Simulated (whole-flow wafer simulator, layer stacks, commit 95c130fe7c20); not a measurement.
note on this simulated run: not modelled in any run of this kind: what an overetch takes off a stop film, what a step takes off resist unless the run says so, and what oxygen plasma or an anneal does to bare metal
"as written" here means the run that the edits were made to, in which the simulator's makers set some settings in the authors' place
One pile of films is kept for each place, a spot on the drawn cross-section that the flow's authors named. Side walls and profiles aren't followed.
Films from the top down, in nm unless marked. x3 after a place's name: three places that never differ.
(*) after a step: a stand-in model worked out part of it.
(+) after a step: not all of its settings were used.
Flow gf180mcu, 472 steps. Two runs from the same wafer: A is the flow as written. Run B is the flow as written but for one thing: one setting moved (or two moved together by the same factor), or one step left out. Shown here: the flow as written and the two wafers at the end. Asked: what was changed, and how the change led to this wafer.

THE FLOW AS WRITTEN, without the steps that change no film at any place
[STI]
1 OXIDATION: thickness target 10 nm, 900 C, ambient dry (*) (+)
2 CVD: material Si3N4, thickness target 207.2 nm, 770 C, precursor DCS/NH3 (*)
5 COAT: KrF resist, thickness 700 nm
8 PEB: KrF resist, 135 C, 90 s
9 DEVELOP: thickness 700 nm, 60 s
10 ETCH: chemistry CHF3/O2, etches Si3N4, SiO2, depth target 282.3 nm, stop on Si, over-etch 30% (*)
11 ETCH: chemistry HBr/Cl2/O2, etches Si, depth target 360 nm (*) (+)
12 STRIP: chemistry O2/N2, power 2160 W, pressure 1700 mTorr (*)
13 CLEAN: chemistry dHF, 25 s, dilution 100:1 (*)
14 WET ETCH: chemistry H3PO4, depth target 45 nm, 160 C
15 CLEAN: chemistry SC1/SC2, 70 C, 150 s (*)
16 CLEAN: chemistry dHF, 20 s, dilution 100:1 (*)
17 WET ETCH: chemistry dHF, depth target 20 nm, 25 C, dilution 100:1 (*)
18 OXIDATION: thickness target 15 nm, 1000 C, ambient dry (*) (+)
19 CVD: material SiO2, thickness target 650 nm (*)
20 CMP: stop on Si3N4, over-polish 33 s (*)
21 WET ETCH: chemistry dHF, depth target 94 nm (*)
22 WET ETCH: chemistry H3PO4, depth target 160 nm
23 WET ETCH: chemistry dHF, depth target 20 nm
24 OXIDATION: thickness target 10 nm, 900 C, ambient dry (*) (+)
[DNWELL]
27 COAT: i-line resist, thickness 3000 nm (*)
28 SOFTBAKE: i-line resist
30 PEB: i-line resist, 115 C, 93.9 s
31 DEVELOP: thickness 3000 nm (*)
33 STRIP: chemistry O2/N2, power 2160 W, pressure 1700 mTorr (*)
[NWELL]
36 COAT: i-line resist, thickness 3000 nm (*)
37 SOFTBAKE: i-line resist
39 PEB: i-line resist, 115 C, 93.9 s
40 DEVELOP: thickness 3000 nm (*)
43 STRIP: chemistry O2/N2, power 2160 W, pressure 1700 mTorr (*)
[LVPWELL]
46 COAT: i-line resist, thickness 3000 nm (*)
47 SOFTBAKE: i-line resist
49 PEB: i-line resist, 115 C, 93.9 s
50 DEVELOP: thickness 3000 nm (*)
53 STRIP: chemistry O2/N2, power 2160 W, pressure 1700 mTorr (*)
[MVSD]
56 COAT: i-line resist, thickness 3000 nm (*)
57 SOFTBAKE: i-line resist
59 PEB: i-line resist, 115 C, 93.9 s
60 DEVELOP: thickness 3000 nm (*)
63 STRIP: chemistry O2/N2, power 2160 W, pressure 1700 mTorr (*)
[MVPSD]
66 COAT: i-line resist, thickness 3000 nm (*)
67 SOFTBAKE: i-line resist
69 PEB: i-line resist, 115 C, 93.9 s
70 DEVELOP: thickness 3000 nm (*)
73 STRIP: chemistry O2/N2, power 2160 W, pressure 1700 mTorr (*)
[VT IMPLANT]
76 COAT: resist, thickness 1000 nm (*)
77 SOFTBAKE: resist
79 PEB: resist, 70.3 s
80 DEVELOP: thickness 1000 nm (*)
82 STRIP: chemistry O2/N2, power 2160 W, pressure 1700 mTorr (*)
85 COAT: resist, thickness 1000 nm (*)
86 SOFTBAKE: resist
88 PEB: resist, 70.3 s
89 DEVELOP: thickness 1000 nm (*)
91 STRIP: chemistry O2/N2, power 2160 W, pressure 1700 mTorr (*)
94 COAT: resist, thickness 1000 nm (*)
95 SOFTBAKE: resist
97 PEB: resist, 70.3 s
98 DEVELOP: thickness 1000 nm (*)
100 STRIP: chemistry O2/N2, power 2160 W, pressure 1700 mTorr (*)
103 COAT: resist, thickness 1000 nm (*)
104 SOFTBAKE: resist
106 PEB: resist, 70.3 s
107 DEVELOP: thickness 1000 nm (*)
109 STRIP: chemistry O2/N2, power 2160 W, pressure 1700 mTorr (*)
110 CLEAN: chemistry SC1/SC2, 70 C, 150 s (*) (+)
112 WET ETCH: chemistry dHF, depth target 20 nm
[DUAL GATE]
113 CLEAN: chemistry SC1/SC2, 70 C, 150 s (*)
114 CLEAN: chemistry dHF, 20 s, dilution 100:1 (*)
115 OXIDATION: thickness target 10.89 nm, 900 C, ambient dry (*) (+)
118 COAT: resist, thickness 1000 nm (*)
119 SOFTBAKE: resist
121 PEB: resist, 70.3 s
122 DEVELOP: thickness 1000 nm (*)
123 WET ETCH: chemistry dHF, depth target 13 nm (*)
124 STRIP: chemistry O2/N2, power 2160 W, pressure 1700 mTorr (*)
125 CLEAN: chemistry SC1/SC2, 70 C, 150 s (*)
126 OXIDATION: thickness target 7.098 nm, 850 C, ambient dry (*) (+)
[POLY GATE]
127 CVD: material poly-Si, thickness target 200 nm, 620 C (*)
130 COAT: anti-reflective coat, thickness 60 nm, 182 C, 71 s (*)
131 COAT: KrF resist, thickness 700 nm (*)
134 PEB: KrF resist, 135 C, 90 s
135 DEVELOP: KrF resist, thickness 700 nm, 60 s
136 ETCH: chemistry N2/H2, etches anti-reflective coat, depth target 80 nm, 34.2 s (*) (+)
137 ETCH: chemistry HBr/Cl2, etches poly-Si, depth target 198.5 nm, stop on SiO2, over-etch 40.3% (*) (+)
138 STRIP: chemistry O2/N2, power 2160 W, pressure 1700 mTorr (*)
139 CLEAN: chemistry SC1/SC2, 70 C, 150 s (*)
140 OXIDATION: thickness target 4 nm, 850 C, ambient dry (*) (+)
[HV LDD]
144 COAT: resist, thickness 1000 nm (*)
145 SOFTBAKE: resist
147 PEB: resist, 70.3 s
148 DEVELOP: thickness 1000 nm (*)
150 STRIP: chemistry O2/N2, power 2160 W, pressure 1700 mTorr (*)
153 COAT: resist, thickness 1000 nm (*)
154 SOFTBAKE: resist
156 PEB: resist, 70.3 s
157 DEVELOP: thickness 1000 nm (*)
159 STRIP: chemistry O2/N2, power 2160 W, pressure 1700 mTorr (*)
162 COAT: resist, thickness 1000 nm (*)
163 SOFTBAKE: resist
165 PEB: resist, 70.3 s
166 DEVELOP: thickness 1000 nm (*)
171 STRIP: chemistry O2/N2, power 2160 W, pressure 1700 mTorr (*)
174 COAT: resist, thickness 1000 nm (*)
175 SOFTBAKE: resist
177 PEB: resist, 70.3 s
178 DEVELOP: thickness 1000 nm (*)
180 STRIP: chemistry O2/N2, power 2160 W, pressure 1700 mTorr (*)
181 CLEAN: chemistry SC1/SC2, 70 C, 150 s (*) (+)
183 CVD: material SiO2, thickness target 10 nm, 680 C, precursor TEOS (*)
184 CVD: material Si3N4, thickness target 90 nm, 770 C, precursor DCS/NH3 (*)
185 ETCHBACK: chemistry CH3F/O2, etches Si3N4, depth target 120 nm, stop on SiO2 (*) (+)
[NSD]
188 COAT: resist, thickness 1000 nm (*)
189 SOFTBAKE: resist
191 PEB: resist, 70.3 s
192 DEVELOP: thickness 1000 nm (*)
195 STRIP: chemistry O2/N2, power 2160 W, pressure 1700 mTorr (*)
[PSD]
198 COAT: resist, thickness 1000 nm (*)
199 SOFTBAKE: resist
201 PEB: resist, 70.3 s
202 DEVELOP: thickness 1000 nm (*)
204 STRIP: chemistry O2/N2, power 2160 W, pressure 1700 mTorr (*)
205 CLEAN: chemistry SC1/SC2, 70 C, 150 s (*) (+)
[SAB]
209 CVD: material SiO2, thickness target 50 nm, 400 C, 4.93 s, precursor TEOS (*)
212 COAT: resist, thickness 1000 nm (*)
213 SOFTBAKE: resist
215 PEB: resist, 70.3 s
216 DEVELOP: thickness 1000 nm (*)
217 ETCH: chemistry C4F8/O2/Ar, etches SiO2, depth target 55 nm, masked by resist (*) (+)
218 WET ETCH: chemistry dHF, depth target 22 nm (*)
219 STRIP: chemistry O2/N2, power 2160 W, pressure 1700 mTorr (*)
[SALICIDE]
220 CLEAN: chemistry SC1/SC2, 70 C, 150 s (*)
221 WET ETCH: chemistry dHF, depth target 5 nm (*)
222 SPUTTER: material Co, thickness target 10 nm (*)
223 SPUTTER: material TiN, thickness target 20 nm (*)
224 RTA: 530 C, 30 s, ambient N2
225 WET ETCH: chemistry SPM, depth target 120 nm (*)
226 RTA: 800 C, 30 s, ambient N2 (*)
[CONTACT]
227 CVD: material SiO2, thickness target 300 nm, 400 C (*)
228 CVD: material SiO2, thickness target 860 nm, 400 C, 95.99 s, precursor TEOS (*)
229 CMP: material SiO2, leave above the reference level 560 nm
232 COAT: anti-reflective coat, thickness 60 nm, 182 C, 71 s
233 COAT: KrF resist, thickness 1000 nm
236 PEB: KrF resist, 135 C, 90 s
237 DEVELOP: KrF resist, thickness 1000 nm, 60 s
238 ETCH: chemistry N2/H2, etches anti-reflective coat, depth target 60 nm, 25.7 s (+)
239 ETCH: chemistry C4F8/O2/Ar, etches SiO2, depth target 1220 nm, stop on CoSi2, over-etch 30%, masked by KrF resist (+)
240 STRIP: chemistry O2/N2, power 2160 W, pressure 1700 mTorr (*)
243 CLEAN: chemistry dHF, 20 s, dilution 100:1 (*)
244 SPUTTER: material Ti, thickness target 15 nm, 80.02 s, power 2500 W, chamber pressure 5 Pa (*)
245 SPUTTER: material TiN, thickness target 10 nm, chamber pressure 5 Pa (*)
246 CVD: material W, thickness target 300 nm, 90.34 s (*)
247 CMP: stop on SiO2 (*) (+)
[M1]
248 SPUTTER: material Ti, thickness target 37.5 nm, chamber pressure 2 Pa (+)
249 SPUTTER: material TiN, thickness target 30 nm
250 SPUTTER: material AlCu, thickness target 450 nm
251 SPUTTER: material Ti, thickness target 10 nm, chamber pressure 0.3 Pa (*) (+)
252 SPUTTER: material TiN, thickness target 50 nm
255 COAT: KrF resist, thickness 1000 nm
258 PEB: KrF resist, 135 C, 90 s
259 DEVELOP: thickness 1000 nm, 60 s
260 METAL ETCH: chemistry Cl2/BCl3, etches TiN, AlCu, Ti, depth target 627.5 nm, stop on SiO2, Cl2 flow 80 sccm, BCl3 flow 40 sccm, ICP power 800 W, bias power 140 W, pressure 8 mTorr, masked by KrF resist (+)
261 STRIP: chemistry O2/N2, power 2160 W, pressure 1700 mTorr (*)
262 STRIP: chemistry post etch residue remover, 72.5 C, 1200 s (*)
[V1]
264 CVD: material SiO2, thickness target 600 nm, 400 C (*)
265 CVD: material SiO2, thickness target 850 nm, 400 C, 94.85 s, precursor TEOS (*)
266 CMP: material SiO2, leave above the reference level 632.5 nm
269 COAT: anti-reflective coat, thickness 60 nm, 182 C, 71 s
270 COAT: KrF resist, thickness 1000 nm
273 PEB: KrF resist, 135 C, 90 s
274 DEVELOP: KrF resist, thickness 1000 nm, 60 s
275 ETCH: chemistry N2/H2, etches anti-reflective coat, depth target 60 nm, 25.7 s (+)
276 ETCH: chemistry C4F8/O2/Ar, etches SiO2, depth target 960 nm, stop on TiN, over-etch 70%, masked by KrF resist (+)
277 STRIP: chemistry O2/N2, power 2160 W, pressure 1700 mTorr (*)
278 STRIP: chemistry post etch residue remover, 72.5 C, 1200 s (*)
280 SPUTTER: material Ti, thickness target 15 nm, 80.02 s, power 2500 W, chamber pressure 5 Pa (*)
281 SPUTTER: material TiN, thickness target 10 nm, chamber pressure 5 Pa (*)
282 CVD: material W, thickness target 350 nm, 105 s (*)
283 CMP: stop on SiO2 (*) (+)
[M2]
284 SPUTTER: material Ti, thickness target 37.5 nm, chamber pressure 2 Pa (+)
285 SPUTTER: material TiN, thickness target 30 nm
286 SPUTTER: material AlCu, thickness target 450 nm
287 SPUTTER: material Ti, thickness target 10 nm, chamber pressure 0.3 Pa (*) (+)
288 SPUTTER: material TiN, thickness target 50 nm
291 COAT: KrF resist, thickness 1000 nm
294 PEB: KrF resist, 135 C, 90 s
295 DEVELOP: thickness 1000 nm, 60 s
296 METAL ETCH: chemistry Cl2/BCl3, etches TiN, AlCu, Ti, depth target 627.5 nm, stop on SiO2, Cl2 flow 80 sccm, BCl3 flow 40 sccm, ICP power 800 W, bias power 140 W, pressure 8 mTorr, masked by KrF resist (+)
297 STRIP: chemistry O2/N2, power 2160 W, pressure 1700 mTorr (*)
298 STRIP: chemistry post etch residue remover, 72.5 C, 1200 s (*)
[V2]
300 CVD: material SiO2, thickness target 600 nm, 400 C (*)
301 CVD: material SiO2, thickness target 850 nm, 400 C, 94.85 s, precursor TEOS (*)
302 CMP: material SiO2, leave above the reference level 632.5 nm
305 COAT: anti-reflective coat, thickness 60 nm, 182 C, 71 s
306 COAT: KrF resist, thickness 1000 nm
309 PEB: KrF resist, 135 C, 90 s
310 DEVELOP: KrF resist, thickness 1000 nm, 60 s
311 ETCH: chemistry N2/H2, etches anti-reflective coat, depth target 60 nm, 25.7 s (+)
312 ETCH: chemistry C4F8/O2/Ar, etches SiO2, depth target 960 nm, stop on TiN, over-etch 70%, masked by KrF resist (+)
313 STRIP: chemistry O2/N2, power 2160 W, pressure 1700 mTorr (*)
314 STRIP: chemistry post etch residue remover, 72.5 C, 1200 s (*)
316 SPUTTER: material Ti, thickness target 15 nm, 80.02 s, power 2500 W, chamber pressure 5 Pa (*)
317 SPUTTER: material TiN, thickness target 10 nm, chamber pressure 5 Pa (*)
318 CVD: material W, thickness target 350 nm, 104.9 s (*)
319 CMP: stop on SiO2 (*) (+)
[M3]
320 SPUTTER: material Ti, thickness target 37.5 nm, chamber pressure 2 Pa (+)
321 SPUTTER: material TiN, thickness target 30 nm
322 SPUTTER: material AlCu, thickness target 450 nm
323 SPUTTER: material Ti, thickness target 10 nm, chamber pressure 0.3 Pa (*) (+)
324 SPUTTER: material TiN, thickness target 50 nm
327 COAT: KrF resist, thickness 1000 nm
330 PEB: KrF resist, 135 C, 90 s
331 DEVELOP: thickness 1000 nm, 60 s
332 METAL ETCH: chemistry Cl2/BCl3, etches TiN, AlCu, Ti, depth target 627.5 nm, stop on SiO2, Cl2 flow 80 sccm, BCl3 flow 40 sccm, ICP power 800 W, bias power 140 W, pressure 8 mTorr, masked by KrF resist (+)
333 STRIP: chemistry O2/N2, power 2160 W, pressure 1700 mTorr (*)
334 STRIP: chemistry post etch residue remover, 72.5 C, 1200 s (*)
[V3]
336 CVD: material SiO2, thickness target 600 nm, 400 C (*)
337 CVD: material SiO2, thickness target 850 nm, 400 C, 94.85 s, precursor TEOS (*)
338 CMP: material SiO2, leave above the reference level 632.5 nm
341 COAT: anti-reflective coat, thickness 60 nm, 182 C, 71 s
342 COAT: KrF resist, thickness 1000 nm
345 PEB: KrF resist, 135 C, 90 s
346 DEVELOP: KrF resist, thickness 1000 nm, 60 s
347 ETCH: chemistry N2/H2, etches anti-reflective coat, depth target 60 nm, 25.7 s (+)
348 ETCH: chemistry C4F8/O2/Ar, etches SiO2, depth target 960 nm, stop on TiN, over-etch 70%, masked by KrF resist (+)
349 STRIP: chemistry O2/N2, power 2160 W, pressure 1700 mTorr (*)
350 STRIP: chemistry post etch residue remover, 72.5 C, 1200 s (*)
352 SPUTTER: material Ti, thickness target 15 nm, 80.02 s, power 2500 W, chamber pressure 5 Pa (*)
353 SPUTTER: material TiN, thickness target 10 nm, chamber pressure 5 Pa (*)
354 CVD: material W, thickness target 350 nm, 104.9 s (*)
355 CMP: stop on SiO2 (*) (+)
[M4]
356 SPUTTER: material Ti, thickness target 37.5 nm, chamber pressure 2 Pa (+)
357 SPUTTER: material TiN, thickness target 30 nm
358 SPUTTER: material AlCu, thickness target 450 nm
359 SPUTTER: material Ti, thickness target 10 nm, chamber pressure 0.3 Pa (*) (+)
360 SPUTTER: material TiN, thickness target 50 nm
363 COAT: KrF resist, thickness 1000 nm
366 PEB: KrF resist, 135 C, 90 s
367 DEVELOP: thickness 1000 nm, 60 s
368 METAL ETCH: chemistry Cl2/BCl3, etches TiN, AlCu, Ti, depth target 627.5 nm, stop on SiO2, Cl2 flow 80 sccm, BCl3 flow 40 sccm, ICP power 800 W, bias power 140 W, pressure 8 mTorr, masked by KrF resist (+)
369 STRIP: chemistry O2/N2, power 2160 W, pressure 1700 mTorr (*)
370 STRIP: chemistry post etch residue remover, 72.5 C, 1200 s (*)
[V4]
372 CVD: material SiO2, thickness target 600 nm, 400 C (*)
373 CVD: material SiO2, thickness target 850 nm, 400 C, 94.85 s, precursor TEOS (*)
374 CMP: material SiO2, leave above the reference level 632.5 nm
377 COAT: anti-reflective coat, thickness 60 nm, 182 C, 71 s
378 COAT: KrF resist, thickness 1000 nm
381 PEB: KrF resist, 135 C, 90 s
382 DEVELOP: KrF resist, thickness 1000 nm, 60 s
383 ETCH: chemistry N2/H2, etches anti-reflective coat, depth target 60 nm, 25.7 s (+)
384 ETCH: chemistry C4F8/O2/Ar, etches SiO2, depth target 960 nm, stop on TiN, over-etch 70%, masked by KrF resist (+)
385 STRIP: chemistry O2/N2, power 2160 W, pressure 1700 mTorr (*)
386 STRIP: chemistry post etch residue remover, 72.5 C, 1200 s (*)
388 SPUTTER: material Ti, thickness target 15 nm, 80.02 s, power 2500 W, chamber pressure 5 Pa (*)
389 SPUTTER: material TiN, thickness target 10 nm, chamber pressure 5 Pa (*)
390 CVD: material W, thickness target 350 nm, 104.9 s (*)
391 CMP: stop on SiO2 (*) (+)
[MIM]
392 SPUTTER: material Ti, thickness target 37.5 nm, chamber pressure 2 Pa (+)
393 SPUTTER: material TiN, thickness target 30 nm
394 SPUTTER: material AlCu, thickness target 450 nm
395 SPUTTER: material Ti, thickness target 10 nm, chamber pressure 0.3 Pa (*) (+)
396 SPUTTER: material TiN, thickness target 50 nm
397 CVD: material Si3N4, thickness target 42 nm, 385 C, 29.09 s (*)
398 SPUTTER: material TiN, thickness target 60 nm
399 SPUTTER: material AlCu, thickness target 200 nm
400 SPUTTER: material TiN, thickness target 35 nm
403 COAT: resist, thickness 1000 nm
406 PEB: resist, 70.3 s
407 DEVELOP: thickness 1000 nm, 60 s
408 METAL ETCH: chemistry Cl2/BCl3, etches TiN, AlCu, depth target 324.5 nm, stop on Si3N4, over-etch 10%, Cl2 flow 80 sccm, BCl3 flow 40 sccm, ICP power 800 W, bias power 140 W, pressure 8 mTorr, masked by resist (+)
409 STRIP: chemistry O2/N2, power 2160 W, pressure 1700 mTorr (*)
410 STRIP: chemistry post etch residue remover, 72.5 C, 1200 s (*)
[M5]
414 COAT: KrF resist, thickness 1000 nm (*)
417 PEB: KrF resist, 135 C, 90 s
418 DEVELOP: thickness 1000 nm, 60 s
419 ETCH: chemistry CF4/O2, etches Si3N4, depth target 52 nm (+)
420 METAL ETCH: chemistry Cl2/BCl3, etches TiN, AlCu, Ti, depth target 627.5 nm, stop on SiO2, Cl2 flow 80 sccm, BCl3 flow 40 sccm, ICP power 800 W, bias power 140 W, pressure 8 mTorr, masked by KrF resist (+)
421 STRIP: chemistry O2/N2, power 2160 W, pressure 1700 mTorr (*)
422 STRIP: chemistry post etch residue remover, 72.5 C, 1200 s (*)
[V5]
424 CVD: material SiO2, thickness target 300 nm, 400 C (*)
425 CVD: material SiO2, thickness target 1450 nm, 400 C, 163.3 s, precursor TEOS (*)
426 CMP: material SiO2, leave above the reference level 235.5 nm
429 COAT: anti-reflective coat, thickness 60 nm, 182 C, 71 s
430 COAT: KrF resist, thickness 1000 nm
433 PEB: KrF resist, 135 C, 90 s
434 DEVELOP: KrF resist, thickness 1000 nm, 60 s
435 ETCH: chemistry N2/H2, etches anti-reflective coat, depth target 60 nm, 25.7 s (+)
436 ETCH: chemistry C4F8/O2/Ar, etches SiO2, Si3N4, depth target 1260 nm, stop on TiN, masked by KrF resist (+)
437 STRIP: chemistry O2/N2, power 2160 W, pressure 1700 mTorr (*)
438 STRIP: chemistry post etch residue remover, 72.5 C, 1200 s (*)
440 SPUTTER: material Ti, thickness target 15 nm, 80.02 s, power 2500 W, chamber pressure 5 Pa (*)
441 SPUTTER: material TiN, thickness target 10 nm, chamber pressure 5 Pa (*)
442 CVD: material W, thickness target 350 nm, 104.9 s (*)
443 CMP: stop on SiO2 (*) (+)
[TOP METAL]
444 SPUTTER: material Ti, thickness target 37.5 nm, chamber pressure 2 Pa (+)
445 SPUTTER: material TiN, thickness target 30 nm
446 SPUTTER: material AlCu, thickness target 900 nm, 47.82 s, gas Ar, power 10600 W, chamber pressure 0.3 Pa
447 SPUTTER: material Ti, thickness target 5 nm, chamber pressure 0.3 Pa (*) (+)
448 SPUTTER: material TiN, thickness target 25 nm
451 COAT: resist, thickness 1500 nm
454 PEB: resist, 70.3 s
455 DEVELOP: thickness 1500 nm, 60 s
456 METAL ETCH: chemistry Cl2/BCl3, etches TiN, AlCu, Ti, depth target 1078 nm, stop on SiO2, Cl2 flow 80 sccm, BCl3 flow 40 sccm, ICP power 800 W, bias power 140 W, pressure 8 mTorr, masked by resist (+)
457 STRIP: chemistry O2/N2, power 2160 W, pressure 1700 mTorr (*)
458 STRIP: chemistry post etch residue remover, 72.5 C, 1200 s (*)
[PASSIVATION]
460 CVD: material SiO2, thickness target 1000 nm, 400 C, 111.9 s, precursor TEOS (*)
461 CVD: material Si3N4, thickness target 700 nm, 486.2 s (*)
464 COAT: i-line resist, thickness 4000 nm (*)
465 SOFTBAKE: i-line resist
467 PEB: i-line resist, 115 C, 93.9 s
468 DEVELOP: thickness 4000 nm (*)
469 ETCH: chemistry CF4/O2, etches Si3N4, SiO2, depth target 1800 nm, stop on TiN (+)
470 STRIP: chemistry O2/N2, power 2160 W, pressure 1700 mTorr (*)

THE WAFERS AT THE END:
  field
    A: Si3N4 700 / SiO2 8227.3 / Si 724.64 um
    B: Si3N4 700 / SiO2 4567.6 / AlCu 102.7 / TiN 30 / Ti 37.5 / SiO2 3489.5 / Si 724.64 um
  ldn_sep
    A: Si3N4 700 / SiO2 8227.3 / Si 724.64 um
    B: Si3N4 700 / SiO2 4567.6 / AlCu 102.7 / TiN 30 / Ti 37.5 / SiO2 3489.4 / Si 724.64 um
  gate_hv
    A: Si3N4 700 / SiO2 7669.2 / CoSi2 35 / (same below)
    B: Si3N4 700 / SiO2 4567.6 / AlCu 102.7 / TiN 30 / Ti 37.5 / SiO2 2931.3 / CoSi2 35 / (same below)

The cause: step 332, METAL ETCH: depth target 401.6 nm was run, where the flow has depth target 627.5 nm.

How the change led to this, step by step:
  332 METAL ETCH: chemistry Cl2/BCl3, etches TiN, AlCu, Ti, depth target 627.5 nm, stop on SiO2, Cl2 flow 80 sccm, BCl3 flow 40 sccm, ICP power 800 W, bias power 140 W, pressure 8 mTorr, masked by KrF resist (+)
      field, field__w1, field__w2 and 103 more: A TiN -50 (all of it), Ti -10 (all of it), AlCu -450 (all of it), TiN -30 (all of it), Ti -37.5 (all of it) | B TiN -50 (all of it), Ti -10 (all of it), AlCu -341.6
      field__w8, contact, m1, m1__w1, m1_nw: A KrF resist -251 | B KrF resist -160.6
  333 STRIP: chemistry O2/N2, power 2160 W, pressure 1700 mTorr (*)
      field__w8, contact, m1, m1__w1, m1_nw: A KrF resist -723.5 (all of it) | B KrF resist -813.9 (all of it)
  334 STRIP: chemistry post etch residue remover, 72.5 C, 1200 s (*)
      field, field__w1, field__w2 and 103 more: A nothing | B AlCu -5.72
  336 CVD: material SiO2, thickness target 600 nm, 400 C (*)
      field, field__w1, field__w2 and 103 more: A SiO2 +600 | B SiO2 +600 (new film)
  338 CMP: material SiO2, leave above the reference level 632.5 nm
      field, field__w1, field__w2 and 103 more: A SiO2 -300 | B SiO2 -470.2
Counting metal films that touch as one body, field has 1 body; the flow as written gives 0 bodies.
Counting metal films that touch as one body, ldn_sep has 1 body; the flow as written gives 0 bodies.
Counting metal films that touch as one body, gate_hv has 2 bodies (between them, from the top down: SiO2 2931.3); the flow as written gives 1 body.
